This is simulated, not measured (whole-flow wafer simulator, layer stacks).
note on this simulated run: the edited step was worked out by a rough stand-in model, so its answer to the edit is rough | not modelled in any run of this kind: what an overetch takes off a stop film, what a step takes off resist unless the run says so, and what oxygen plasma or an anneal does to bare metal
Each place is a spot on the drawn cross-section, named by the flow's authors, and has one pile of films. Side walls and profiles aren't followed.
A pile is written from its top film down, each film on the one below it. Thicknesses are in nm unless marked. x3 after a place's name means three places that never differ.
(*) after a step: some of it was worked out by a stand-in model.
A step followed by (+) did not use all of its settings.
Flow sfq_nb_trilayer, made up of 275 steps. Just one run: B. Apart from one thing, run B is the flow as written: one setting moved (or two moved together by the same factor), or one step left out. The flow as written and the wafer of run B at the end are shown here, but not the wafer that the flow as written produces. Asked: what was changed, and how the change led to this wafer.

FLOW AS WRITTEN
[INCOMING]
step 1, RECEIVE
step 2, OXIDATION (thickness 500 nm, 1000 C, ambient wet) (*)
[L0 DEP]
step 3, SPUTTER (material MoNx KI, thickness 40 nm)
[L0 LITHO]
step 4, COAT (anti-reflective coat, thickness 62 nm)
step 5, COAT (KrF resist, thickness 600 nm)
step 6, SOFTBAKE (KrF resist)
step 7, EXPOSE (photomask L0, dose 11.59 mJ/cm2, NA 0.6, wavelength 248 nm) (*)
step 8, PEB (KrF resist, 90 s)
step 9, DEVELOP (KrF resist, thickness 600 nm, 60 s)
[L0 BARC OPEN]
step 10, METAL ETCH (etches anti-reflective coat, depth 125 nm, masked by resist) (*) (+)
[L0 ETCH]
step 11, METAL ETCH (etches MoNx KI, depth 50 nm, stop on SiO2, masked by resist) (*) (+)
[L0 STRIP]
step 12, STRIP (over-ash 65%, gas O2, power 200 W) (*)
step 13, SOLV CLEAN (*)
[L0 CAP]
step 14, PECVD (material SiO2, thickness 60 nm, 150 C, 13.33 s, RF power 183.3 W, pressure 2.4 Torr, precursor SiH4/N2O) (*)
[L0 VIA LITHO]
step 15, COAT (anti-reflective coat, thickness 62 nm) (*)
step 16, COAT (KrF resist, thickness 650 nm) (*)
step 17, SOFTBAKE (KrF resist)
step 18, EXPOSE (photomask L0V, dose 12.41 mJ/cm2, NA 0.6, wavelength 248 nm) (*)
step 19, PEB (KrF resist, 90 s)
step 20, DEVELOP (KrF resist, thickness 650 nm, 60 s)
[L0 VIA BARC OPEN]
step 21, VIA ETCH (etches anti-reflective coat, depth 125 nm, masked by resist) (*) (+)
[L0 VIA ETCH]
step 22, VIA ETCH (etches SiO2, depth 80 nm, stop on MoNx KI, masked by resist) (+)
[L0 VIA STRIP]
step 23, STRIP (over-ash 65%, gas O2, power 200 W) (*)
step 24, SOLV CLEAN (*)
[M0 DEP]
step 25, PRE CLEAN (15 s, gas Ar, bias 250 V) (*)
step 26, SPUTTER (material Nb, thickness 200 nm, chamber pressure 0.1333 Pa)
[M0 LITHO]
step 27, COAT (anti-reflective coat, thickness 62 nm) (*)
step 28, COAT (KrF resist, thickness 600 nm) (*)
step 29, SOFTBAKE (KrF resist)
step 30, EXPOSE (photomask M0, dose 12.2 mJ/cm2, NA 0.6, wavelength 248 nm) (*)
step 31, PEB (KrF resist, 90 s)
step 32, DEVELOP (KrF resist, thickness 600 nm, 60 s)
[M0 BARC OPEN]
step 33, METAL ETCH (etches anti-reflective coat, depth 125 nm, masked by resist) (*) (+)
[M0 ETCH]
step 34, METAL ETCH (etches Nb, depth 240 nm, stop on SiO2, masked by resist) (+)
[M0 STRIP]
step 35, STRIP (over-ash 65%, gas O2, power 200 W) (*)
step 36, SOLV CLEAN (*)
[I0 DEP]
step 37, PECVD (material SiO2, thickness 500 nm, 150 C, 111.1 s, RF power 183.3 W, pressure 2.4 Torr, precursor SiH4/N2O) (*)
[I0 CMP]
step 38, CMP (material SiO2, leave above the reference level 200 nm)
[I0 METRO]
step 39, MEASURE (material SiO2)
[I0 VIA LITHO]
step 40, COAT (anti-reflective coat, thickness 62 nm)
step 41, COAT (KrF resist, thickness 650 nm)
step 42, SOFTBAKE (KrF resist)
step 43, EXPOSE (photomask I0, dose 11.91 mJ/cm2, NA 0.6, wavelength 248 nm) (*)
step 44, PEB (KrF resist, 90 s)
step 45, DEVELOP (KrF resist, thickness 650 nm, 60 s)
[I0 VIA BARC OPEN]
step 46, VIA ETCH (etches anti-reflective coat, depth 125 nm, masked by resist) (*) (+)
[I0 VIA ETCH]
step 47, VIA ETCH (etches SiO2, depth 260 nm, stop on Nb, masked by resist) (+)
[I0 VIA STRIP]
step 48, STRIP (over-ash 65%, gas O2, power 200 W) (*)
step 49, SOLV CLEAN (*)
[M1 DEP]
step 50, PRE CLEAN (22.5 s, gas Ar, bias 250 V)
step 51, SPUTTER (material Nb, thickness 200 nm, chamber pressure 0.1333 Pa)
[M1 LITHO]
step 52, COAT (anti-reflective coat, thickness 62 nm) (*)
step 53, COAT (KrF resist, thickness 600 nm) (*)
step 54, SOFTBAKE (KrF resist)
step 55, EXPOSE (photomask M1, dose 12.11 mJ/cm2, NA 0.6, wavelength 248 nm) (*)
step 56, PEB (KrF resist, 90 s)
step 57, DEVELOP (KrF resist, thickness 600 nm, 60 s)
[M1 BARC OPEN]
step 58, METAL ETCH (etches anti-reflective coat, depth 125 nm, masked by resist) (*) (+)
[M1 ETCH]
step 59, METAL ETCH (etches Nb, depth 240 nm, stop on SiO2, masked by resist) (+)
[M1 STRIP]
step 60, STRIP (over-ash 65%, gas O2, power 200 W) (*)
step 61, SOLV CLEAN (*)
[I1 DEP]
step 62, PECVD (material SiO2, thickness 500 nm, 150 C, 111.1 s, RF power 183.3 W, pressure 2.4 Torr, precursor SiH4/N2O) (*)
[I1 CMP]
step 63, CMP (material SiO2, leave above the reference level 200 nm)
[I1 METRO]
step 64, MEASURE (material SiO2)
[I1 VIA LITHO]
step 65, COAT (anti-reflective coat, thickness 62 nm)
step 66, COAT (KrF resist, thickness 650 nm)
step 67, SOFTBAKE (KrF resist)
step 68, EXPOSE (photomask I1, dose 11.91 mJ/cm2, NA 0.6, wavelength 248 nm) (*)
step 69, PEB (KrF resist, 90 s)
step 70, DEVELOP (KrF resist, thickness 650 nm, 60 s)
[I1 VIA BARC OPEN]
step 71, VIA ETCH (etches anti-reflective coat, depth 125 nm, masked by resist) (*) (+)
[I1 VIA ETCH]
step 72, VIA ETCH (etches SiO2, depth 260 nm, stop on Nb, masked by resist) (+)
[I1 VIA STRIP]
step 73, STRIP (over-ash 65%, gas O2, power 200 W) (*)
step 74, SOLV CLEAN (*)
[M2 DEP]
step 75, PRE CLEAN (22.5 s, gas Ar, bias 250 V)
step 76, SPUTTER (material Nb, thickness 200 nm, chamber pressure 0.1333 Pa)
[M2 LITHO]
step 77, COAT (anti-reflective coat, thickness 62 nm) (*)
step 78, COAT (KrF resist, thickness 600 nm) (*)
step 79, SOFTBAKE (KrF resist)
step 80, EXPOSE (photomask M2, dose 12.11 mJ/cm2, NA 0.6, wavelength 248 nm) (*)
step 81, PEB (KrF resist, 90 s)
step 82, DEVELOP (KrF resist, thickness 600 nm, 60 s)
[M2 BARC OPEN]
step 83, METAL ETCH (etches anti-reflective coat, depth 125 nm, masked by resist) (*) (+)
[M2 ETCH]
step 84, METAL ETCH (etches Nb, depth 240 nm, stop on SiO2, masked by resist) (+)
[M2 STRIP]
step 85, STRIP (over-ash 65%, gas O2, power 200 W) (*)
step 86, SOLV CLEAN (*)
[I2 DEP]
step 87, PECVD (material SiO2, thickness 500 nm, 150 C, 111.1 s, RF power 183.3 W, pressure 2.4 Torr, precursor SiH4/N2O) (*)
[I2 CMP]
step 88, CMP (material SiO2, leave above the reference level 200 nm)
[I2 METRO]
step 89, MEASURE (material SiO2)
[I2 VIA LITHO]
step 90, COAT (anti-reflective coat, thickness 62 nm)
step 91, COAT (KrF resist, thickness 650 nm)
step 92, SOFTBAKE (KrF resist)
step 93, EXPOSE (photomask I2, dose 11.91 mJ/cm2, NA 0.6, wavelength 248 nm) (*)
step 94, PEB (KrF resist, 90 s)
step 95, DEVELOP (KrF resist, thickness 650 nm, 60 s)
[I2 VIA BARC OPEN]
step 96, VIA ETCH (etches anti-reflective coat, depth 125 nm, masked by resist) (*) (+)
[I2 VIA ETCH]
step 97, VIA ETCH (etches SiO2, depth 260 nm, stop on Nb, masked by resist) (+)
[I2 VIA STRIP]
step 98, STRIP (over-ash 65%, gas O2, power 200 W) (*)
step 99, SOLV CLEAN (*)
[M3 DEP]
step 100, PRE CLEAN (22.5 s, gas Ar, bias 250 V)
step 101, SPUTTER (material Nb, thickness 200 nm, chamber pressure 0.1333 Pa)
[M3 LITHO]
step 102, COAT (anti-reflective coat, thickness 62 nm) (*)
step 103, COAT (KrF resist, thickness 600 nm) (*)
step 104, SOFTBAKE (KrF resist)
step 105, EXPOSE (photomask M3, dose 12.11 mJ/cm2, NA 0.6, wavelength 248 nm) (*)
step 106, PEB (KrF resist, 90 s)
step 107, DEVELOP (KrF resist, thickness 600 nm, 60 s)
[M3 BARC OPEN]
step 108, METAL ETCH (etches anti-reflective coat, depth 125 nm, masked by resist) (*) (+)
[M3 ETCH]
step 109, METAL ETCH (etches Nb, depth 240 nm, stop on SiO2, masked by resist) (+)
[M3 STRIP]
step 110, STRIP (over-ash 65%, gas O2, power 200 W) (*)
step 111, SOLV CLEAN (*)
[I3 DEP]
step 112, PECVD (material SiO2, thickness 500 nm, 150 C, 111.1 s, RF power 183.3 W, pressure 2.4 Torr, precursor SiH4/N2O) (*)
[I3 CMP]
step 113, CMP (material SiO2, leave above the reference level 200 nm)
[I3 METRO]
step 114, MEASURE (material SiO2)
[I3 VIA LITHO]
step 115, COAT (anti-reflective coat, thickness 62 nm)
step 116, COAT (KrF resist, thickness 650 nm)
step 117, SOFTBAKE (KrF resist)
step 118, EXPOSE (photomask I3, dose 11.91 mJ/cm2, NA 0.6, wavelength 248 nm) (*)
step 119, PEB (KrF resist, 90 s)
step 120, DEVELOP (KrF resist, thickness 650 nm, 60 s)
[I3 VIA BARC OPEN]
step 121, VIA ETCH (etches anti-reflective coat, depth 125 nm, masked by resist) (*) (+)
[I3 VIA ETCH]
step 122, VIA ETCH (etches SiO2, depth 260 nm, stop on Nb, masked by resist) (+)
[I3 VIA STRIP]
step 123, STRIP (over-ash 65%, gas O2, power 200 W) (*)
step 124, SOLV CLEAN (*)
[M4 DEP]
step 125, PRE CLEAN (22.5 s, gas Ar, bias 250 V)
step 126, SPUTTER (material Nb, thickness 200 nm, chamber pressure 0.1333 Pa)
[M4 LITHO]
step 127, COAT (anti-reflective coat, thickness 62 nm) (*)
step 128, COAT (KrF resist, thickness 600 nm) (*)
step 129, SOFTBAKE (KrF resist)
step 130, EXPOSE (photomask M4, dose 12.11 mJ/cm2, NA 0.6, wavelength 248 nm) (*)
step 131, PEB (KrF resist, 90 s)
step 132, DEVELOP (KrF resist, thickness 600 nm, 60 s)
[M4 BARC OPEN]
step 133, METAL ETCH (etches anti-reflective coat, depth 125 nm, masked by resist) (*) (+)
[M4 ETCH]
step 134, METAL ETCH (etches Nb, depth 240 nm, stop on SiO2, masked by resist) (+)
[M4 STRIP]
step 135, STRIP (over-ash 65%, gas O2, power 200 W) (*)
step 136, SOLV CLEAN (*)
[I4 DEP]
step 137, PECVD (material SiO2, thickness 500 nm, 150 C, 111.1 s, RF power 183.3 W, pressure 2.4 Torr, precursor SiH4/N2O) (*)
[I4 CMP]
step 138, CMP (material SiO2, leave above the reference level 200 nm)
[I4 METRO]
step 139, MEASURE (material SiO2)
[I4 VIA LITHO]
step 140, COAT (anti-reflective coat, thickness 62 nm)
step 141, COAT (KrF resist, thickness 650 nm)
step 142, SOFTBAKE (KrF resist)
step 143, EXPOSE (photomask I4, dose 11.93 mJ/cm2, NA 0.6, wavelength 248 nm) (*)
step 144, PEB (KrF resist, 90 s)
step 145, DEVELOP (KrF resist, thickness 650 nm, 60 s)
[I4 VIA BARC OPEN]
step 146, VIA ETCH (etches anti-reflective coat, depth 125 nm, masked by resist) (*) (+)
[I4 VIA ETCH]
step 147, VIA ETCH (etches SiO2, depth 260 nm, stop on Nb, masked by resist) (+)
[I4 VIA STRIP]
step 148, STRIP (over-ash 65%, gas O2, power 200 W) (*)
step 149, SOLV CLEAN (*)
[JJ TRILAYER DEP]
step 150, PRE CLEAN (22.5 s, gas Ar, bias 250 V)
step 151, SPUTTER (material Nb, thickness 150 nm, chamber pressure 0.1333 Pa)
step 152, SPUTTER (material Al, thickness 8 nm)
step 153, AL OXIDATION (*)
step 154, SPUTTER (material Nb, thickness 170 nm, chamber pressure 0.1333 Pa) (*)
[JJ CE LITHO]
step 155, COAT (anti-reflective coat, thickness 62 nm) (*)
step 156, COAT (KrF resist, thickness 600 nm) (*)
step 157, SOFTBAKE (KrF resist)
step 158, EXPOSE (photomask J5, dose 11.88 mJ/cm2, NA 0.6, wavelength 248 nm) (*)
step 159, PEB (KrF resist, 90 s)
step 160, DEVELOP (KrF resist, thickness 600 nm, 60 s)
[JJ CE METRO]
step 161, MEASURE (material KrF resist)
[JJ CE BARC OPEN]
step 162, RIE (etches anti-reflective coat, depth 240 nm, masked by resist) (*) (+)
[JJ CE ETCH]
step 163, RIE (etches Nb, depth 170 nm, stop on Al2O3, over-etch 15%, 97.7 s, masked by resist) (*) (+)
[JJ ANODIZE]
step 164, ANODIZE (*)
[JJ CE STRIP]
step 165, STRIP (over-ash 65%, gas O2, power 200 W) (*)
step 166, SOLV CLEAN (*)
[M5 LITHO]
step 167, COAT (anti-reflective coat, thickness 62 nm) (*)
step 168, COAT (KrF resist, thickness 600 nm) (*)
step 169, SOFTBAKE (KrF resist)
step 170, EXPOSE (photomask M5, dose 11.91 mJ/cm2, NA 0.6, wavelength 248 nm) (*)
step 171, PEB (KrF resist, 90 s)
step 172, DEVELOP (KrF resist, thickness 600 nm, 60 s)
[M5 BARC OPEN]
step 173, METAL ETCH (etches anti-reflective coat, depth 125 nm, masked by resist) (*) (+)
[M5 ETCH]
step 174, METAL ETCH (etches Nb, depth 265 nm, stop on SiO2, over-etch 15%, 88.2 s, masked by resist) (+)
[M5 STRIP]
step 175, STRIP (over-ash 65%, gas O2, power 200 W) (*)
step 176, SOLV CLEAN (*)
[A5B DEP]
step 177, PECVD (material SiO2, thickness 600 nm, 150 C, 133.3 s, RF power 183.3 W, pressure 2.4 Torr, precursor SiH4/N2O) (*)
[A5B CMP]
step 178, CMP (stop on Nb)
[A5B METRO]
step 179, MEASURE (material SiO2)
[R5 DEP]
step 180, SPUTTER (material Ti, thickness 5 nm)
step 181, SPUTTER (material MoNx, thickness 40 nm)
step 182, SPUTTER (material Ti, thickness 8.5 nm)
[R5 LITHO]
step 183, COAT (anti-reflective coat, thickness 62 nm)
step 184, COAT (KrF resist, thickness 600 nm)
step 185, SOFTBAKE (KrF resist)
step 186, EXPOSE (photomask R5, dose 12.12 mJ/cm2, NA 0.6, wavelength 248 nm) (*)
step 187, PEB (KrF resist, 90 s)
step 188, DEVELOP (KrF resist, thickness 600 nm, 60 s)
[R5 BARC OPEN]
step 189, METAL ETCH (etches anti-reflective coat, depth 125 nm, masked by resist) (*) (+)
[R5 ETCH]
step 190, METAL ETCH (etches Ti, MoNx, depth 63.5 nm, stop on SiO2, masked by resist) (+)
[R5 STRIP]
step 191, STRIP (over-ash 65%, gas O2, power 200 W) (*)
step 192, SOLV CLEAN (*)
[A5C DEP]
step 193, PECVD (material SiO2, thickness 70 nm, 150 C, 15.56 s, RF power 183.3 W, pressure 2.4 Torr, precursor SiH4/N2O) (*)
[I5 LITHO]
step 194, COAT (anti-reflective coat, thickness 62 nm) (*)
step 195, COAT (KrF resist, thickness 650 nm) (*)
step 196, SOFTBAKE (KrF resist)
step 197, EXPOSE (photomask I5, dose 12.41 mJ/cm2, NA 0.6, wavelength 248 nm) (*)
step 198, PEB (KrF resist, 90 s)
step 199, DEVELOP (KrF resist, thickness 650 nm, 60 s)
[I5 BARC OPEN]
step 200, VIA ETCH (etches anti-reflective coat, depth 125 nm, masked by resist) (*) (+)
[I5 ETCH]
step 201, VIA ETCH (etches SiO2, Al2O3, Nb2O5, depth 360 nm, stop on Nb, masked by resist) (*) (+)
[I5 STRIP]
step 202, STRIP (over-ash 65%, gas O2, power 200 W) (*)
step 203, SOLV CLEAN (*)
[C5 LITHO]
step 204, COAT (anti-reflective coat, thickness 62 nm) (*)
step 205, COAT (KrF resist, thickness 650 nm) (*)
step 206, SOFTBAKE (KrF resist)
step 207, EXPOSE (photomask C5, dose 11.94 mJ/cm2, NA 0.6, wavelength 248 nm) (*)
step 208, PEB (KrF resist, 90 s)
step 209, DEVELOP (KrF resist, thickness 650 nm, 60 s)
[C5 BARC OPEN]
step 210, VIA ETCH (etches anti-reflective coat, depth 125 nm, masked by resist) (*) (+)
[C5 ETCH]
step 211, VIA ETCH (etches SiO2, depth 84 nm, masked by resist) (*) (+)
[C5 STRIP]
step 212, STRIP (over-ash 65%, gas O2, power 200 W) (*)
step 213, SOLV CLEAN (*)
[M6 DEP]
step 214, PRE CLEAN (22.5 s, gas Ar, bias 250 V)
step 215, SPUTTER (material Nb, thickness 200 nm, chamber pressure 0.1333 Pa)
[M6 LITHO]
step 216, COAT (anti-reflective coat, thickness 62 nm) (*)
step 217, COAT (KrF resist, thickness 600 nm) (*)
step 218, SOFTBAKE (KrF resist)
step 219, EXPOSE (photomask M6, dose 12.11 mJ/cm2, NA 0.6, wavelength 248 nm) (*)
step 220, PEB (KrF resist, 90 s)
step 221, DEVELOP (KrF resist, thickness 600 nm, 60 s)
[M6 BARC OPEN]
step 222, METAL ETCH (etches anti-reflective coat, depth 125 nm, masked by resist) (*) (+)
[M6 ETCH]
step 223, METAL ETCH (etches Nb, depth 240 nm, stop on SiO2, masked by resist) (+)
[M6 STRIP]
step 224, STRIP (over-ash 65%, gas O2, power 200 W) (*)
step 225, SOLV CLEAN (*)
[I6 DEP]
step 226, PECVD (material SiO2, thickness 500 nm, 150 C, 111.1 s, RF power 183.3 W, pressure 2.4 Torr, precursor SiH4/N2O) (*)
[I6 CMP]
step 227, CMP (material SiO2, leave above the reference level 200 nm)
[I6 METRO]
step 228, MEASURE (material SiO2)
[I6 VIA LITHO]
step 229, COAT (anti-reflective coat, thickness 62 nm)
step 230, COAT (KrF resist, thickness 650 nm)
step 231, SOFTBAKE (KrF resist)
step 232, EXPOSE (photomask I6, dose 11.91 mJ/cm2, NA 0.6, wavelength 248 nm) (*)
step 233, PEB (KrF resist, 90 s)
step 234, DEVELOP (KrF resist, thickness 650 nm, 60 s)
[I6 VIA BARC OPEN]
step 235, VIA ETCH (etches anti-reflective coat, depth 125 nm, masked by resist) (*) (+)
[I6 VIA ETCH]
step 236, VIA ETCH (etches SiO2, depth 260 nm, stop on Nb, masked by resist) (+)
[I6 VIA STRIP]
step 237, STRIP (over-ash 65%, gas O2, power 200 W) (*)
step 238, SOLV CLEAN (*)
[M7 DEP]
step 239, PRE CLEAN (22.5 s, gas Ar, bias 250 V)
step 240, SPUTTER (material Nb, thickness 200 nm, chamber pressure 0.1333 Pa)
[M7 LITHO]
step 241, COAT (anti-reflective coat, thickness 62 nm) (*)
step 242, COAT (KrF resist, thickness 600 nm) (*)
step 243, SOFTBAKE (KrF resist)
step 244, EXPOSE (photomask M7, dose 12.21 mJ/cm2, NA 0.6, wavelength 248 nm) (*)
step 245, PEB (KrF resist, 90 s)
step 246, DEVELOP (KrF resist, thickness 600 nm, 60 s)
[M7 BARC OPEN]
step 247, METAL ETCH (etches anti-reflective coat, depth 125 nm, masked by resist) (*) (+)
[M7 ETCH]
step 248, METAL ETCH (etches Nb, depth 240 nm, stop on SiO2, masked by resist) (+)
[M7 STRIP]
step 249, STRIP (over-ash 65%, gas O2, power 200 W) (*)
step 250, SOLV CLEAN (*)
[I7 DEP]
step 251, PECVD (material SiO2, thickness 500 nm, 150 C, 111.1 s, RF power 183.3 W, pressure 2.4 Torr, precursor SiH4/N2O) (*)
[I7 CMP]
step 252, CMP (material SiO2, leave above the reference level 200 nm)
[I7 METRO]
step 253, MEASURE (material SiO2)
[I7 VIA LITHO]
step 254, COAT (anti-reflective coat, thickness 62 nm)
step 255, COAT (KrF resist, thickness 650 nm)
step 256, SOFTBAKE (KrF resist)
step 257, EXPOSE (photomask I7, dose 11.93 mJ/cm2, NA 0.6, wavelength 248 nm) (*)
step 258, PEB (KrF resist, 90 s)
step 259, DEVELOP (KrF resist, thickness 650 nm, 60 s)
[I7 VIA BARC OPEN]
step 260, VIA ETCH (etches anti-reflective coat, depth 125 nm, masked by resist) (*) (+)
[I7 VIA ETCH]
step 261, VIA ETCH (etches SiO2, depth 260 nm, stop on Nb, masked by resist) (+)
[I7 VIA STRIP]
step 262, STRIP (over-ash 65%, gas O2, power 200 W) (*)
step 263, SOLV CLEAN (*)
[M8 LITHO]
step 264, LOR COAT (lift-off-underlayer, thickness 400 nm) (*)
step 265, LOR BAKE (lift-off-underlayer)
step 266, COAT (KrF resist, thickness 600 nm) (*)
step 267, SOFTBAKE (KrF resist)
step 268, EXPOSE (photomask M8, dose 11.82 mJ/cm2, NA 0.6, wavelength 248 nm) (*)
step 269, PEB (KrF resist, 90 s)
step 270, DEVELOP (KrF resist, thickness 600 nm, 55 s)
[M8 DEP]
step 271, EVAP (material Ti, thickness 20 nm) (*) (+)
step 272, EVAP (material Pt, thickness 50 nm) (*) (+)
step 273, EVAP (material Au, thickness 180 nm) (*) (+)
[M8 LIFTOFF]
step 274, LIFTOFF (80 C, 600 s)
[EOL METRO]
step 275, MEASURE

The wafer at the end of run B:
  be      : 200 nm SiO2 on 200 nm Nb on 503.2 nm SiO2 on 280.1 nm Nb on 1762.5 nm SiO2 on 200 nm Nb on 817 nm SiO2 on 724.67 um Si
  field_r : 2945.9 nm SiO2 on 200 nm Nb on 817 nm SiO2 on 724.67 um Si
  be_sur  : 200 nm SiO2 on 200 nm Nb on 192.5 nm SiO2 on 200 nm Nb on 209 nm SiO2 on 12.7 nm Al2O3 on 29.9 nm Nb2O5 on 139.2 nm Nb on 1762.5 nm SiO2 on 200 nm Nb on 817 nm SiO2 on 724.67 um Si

The reason: step 2, OXIDATION: thickness 762 nm was run, while the flow as written has thickness 500 nm.

Step by step, how the change led to this:
  step 2, OXIDATION (thickness 500 nm, 1000 C, ambient wet) (*)
      field_l, v_sur, via_wl and 103 more: SiO2 gains 762 (new film), chemical SiO2 loses 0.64 (all of it), Si loses 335 (it would be, as written: SiO2 gains 500 (new film), chemical SiO2 loses 0.64 (all of it), Si loses 219.7)
